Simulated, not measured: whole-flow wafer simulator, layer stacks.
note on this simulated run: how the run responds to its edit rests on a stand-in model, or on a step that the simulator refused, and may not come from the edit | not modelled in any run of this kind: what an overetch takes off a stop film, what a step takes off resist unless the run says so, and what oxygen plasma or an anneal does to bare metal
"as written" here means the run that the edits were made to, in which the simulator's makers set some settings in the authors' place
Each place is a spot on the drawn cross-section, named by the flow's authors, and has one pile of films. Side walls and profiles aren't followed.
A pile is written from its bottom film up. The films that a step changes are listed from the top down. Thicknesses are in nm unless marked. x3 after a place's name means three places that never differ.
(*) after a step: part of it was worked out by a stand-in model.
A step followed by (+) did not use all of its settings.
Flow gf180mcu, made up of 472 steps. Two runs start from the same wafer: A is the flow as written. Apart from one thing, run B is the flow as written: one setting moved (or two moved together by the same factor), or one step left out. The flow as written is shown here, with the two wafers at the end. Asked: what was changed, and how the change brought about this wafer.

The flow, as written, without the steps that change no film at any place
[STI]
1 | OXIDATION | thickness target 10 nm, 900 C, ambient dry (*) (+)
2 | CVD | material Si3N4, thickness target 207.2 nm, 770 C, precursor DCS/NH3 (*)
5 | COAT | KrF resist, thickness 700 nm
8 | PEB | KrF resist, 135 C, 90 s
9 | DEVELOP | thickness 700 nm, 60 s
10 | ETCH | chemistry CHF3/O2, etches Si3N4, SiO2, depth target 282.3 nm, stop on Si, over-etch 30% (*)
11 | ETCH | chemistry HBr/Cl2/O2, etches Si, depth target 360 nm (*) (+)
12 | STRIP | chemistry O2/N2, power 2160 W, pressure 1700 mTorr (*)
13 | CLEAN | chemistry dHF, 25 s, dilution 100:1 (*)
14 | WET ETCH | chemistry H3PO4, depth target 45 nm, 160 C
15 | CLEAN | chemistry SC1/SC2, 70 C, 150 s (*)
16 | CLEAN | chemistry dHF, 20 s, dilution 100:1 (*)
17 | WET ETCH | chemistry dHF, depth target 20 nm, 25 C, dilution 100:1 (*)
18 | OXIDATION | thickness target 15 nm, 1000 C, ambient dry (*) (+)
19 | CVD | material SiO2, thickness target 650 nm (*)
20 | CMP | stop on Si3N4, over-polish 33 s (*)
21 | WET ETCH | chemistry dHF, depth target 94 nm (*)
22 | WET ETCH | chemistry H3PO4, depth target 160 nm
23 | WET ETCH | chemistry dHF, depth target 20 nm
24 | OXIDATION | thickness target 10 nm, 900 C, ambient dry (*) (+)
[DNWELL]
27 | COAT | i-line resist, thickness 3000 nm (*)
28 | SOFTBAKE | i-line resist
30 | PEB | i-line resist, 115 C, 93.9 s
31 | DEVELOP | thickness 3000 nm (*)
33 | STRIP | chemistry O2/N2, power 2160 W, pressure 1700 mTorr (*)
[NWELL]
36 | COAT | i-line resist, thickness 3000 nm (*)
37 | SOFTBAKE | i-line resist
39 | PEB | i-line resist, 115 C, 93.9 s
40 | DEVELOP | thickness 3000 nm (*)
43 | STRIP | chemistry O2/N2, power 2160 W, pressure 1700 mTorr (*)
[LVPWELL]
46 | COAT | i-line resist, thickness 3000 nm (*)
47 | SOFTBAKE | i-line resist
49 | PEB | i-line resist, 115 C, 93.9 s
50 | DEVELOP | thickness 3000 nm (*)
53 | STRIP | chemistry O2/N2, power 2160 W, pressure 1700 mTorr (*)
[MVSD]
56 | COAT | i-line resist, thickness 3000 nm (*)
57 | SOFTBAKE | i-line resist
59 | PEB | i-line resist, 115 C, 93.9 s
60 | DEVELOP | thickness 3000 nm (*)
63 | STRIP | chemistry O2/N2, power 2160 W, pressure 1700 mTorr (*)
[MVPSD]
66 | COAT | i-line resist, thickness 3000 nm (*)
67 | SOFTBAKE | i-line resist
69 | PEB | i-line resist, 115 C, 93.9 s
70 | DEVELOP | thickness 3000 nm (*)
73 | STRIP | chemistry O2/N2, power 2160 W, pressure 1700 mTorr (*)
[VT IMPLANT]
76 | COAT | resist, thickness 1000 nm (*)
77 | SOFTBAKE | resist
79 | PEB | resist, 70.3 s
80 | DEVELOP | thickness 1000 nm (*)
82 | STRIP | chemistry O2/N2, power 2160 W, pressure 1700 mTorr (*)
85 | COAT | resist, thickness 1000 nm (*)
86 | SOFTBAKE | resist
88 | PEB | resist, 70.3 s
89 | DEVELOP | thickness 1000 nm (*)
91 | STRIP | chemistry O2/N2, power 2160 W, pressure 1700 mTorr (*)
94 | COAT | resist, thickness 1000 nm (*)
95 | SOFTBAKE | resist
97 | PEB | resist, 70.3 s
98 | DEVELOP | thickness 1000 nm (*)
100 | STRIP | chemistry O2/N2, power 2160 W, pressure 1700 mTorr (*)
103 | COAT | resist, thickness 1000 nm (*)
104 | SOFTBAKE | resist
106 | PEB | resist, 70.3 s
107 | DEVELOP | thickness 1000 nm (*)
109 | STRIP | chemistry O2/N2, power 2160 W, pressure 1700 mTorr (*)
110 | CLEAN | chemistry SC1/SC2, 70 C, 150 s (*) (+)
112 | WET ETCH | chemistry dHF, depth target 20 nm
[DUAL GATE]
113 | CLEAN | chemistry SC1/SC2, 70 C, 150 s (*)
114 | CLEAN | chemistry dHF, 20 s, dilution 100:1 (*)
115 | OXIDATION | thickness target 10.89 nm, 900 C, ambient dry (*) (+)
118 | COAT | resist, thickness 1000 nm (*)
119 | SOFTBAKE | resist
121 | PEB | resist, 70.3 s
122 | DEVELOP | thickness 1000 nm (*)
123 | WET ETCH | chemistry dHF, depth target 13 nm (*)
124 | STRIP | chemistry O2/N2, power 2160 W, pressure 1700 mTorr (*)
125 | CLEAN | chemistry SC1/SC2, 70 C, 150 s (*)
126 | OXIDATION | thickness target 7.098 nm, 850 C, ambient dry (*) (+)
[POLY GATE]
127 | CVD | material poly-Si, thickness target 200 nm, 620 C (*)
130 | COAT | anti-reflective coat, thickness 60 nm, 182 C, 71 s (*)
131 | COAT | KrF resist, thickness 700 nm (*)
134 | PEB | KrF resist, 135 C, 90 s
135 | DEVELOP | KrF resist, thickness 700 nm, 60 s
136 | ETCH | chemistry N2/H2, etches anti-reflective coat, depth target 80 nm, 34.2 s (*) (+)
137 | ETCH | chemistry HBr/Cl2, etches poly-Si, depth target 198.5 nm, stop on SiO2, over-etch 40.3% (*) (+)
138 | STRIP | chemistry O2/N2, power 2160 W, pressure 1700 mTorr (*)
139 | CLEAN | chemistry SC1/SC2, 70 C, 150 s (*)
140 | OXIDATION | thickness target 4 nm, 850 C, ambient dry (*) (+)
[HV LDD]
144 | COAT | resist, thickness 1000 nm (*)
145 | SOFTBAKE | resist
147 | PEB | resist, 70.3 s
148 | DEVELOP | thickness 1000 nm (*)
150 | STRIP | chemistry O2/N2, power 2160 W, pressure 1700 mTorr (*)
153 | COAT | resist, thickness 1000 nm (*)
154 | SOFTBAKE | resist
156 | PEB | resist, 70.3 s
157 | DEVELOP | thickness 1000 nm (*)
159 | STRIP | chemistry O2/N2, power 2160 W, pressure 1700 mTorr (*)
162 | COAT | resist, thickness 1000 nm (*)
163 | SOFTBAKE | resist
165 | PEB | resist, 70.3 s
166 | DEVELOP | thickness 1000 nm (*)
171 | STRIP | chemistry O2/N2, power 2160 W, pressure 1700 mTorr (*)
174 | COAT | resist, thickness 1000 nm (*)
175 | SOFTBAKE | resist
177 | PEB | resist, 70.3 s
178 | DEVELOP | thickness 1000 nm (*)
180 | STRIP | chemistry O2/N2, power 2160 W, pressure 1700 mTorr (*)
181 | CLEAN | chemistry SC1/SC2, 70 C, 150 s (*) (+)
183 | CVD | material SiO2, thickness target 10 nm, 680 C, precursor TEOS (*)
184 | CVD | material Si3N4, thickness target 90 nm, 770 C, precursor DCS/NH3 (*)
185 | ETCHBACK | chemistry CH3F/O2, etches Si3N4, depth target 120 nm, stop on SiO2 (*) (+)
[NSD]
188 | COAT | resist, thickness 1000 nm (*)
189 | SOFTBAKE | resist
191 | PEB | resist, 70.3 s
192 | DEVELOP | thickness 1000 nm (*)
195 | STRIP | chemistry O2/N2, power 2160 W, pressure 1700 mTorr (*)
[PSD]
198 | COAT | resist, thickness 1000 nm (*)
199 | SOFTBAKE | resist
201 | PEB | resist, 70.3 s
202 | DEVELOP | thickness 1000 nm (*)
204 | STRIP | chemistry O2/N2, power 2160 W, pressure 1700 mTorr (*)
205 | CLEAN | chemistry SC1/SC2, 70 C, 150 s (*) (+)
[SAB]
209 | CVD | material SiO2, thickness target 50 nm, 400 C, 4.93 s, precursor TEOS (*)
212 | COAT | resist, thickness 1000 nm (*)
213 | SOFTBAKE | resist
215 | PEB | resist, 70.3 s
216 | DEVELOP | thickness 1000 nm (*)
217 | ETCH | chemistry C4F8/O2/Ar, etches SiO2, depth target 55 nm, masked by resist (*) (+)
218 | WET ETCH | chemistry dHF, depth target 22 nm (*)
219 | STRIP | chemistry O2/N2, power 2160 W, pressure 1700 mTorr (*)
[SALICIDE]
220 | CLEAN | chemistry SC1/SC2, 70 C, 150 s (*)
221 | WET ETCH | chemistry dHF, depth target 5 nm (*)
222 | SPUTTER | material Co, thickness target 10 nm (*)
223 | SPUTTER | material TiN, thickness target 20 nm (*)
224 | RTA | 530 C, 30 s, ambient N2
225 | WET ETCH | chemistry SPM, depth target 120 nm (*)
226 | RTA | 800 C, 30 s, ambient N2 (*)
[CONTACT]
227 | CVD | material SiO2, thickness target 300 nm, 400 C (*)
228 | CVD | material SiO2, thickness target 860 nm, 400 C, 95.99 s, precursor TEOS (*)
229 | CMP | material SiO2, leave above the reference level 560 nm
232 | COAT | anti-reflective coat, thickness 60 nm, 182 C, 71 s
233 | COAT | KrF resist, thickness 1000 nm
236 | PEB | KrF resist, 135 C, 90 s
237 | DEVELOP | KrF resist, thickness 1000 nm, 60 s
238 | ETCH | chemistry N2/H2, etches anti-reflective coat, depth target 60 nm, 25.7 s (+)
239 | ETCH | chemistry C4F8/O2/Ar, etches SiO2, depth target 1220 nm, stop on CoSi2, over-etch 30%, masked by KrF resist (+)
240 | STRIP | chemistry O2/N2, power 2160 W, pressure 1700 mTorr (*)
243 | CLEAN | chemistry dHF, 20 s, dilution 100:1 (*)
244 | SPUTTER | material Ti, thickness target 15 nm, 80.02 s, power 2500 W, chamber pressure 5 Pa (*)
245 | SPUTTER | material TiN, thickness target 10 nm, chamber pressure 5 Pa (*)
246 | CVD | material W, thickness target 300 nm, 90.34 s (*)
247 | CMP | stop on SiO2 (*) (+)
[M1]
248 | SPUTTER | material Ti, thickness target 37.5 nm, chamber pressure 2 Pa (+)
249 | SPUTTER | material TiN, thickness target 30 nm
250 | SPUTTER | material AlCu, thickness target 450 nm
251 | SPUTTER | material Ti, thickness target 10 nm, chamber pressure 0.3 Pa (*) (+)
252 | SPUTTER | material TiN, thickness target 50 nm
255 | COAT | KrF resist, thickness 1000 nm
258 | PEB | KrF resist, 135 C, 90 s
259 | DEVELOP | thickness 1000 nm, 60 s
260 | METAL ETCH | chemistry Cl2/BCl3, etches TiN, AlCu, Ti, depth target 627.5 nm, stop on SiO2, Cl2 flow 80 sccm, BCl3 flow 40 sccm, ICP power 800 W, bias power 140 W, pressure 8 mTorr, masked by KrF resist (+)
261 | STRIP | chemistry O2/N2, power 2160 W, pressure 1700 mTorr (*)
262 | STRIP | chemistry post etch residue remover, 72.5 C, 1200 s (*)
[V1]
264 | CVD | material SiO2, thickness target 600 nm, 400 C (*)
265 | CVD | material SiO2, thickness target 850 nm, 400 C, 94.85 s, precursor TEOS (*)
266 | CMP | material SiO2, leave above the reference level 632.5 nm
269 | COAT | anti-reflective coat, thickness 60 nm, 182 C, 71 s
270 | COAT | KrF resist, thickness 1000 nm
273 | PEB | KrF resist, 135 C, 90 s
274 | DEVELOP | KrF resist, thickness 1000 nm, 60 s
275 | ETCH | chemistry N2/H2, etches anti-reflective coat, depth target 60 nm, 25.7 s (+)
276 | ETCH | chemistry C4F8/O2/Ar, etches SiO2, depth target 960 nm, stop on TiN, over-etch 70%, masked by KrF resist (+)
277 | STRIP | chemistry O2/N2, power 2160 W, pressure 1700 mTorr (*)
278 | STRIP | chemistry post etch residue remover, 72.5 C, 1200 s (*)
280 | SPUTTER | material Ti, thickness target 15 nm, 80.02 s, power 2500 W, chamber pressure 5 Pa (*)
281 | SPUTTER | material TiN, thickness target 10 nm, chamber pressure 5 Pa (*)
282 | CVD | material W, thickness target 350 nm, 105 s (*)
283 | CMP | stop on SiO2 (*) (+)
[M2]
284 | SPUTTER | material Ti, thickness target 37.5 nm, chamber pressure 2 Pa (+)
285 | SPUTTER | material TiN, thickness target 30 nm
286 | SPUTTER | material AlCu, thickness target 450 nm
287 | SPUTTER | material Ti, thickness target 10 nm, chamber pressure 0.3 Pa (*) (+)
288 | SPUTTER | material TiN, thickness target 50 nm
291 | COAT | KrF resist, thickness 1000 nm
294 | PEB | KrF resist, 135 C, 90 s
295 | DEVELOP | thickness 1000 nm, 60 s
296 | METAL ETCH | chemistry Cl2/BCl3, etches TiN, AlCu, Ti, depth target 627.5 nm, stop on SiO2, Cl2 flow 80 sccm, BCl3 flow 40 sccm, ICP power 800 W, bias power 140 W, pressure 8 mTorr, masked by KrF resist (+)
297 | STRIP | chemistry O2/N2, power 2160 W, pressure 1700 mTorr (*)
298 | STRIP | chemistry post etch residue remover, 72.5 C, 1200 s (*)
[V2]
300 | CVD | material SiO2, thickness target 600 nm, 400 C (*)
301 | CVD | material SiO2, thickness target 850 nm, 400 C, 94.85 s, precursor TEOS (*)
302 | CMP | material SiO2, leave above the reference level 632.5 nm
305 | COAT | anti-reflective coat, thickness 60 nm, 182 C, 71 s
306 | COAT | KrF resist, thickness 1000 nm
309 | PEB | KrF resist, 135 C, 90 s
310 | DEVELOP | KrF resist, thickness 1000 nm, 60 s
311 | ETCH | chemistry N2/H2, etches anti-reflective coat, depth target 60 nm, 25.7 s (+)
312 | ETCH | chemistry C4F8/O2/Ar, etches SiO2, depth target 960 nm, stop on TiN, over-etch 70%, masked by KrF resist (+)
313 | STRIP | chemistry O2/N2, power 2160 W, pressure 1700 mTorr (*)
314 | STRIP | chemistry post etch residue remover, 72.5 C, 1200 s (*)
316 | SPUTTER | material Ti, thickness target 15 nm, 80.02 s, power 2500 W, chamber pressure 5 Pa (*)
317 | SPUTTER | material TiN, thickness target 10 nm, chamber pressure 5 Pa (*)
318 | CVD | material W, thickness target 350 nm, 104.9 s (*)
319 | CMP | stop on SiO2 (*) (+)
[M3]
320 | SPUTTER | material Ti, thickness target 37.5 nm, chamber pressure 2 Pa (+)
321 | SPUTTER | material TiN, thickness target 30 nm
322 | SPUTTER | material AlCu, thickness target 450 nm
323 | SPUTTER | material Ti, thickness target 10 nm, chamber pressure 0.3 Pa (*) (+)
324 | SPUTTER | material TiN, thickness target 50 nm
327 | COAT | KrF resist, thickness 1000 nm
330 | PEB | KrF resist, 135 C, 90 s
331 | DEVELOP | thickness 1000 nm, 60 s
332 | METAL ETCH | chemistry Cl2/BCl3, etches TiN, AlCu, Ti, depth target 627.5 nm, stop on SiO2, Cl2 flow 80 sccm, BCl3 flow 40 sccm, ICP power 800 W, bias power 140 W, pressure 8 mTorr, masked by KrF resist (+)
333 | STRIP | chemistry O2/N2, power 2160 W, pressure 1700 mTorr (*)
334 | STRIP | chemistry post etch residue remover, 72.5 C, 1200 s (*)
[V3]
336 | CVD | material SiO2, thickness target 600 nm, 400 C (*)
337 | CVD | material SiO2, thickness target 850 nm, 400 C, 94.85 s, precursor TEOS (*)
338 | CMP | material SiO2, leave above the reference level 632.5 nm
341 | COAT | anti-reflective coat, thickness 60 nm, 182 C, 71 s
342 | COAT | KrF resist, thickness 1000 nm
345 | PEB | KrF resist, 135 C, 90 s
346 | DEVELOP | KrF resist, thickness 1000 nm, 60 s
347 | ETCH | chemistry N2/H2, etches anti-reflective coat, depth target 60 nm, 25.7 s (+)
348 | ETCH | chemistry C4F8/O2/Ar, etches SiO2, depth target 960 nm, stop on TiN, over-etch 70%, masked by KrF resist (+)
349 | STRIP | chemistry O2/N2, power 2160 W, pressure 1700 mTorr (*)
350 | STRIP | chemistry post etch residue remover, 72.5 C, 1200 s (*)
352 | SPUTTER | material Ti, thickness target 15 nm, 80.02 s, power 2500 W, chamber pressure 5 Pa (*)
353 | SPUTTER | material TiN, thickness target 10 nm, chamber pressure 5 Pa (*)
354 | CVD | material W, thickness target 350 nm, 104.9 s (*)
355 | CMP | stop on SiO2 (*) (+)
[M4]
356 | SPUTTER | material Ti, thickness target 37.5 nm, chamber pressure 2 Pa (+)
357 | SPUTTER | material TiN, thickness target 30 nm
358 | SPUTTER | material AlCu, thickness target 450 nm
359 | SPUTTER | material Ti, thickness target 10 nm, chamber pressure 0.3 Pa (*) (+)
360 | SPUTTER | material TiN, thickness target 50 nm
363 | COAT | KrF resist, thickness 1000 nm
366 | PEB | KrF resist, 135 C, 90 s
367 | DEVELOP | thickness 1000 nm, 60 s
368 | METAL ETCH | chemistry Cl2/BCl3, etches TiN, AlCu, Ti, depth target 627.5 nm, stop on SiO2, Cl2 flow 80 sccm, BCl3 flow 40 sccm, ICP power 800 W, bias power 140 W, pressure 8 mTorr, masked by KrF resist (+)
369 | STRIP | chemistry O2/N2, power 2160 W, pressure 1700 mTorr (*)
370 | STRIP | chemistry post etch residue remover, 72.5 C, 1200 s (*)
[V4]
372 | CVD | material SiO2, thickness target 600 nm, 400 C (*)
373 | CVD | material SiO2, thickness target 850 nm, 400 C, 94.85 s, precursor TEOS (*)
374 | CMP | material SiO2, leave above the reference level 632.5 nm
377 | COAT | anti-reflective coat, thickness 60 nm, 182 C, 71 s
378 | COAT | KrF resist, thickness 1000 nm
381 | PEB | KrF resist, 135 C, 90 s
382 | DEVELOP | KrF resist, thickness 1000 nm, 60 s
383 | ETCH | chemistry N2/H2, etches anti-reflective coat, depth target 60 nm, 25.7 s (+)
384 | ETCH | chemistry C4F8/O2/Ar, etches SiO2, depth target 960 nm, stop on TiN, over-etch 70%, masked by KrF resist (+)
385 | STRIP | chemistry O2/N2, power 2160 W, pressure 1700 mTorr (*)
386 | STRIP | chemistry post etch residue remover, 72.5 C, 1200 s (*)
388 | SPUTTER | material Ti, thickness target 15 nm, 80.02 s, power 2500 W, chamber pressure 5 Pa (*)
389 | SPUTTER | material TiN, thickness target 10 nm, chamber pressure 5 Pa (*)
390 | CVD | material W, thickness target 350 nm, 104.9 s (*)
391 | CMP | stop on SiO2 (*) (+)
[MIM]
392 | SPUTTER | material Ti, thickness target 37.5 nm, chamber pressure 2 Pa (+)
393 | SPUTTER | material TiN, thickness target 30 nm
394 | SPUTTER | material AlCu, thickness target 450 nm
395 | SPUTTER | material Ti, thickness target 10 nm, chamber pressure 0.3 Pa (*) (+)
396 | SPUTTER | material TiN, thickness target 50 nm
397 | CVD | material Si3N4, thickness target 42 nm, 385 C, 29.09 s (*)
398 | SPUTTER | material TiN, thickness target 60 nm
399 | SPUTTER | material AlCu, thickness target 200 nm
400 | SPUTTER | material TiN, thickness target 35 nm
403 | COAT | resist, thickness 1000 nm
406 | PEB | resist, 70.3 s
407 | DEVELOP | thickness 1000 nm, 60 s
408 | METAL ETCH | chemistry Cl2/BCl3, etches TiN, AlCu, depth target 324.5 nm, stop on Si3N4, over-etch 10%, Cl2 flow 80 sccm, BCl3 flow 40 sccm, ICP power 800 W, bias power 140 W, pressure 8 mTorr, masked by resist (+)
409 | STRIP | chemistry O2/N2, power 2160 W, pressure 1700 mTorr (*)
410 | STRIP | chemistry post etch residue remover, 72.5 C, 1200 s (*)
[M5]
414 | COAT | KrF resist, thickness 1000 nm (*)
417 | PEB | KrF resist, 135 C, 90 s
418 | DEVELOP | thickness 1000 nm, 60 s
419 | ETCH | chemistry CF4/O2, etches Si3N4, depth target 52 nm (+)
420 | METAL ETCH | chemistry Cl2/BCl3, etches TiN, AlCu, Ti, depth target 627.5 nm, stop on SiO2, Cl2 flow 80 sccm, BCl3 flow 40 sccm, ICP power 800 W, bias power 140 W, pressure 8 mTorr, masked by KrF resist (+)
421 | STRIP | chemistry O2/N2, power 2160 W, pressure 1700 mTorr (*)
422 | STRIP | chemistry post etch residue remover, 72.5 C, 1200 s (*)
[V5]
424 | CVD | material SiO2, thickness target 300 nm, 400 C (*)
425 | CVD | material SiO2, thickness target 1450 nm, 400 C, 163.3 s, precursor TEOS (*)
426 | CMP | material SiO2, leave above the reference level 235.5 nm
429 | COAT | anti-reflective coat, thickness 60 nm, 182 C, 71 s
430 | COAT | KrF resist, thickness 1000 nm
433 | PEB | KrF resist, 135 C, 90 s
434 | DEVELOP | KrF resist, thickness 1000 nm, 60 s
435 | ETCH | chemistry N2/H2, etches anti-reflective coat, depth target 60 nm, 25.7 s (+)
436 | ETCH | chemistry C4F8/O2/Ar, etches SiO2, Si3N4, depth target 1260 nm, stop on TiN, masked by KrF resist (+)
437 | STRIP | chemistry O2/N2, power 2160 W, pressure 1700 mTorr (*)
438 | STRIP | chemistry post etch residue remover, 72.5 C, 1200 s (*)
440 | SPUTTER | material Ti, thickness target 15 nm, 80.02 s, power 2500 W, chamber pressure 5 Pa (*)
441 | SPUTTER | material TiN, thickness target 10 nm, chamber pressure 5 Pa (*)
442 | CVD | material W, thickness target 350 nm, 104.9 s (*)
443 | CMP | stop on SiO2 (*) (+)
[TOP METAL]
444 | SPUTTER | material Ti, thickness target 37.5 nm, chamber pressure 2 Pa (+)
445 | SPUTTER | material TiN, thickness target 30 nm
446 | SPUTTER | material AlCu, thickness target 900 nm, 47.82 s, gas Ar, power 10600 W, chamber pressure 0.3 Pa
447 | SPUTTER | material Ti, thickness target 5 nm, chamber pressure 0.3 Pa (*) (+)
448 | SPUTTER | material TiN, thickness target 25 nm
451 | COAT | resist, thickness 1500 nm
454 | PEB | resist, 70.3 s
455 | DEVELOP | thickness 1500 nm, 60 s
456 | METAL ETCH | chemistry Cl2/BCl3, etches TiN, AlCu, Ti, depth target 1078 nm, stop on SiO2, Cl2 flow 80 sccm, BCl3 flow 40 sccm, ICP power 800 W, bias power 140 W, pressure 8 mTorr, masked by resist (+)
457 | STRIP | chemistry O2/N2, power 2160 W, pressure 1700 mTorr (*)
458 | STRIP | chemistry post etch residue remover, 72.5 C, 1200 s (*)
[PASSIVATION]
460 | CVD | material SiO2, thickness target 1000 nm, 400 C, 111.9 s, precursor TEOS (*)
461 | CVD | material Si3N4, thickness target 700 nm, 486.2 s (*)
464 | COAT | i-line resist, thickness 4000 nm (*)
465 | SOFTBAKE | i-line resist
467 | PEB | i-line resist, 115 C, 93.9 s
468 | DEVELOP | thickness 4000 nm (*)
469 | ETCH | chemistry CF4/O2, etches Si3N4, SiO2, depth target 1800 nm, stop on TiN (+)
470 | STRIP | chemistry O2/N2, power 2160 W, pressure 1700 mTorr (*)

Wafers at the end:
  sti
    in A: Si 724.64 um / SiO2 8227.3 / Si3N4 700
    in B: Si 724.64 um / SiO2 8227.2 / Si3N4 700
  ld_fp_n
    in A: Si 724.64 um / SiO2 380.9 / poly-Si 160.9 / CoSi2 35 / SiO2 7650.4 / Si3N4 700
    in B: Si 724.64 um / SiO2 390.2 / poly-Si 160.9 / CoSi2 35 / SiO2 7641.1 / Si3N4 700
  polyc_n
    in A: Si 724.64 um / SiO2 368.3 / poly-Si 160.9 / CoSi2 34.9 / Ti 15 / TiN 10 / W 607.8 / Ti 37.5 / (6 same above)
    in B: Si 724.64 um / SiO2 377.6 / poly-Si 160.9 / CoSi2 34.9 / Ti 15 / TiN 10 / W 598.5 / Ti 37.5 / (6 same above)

What caused this: step 112, WET ETCH: depth target 11.5 nm was run, while the flow as written has depth target 20 nm.

Step by step, how the change led to this:
  112 | WET ETCH | chemistry dHF, depth target 20 nm
      field, field__w2, field__w3 and 36 more: A SiO2 loses 22 | B SiO2 loses 12.7
      field_sub, mim_1p0, pad, dice_street, iso_fld_sub, ldn_fld, ldp_fld: A SiO2 loses 22 | B SiO2 loses 12.6
  130 | COAT | anti-reflective coat, thickness 60 nm, 182 C, 71 s (*)
      p_well, spacer, sd_n: A anti-reflective coat gains 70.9 (new film) | B anti-reflective coat gains 79.8 (new film)
      field: A anti-reflective coat gains 61.5 (new film) | B anti-reflective coat gains 58.5 (new film)
      (as well as at 69 more places)
  136 | ETCH | chemistry N2/H2, etches anti-reflective coat, depth target 80 nm, 34.2 s (*) (+)
      p_well, spacer, sd_n: A anti-reflective coat loses 70.9 (all of it), poly-Si loses 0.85 | B anti-reflective coat loses 79.8 (all of it), poly-Si loses 0.62
      field: A anti-reflective coat loses 61.5 (all of it), poly-Si loses 1.09 | B anti-reflective coat loses 58.5 (all of it), poly-Si loses 1.17
      (as well as at 48 more places)
  138 | STRIP | chemistry O2/N2, power 2160 W, pressure 1700 mTorr (*)
      gate: A chemical SiO2 gains 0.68 (new film), KrF resist loses 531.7 (all of it), anti-reflective coat loses 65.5 (all of it), poly-Si loses 0.3 | B chemical SiO2 gains 0.68 (new film), KrF resist loses 532.1 (all of it), anti-reflective coat loses 69.6 (all of it), poly-Si loses 0.3
      gate_hv: A chemical SiO2 gains 0.68 (new film), KrF resist loses 528.4 (all of it), anti-reflective coat loses 61 (all of it), poly-Si loses 0.3 | B chemical SiO2 gains 0.68 (new film), KrF resist loses 530.3 (all of it), anti-reflective coat loses 62.5 (all of it), poly-Si loses 0.3
      (as well as at 19 more places)
  145 | SOFTBAKE | resist
      gate_p_hv: A resist loses 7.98 | B resist loses 7.45
  154 | SOFTBAKE | resist
      gate_p_hv: A resist loses 7.98 | B resist loses 7.45
  163 | SOFTBAKE | resist
      gate_p_hv: A resist loses 7.98 | B resist loses 7.45
  175 | SOFTBAKE | resist
      gate_p_hv: A resist loses 7.98 | B resist loses 7.45
  189 | SOFTBAKE | resist
      active_hv: A resist gains 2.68 | B resist loses 0.42
      active_nat: A resist gains 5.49 | B resist gains 9.29
      (as well as at 1 more place)
  199 | SOFTBAKE | resist
      active_hv: A resist gains 2.68 | B resist loses 0.42
      active_nat: A resist gains 5.49 | B resist gains 9.29
      (as well as at 1 more place)
  209 | CVD | material SiO2, thickness target 50 nm, 400 C, 4.93 s, precursor TEOS (*)
      ld_drn_p: A SiO2 gains 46 | B SiO2 gains 45
  218 | WET ETCH | chemistry dHF, depth target 22 nm (*)
      active: A SiO2 loses 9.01 (all of it) | B SiO2 loses 7.97 (all of it)
      sd_p: A SiO2 loses 8.12 (all of it) | B SiO2 loses 7.56 (all of it)
      (as well as at 1 more place)
  223 | SPUTTER | material TiN, thickness target 20 nm (*)
      ld_sd_n: A TiN gains 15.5 (new film) | B TiN gains 16.1 (new film)
  225 | WET ETCH | chemistry SPM, depth target 120 nm (*)
      ld_sd_n: A TiN loses 15.5 (all of it) | B TiN loses 16.1 (all of it)
  226 | RTA | 800 C, 30 s, ambient N2 (*)
      ld_sd_n: A CoSi2 gains 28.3 (new film), CoSi loses 16.1 (all of it), Si loses 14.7 | B CoSi2 gains 27.7 (new film), CoSi loses 15.8 (all of it), Si loses 14.4
  229 | CMP | material SiO2, leave above the reference level 560 nm
      ldn_sep__w1, ldn_sep__w2, ldn_dft and 8 more: A SiO2 loses 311 | B SiO2 loses 320.3
      sti, mim_1p0, pad, dice_street, iso_nw_fld, iso_fld_sub: A SiO2 loses 296.8 | B SiO2 loses 306.2
      (as well as at 40 more places)
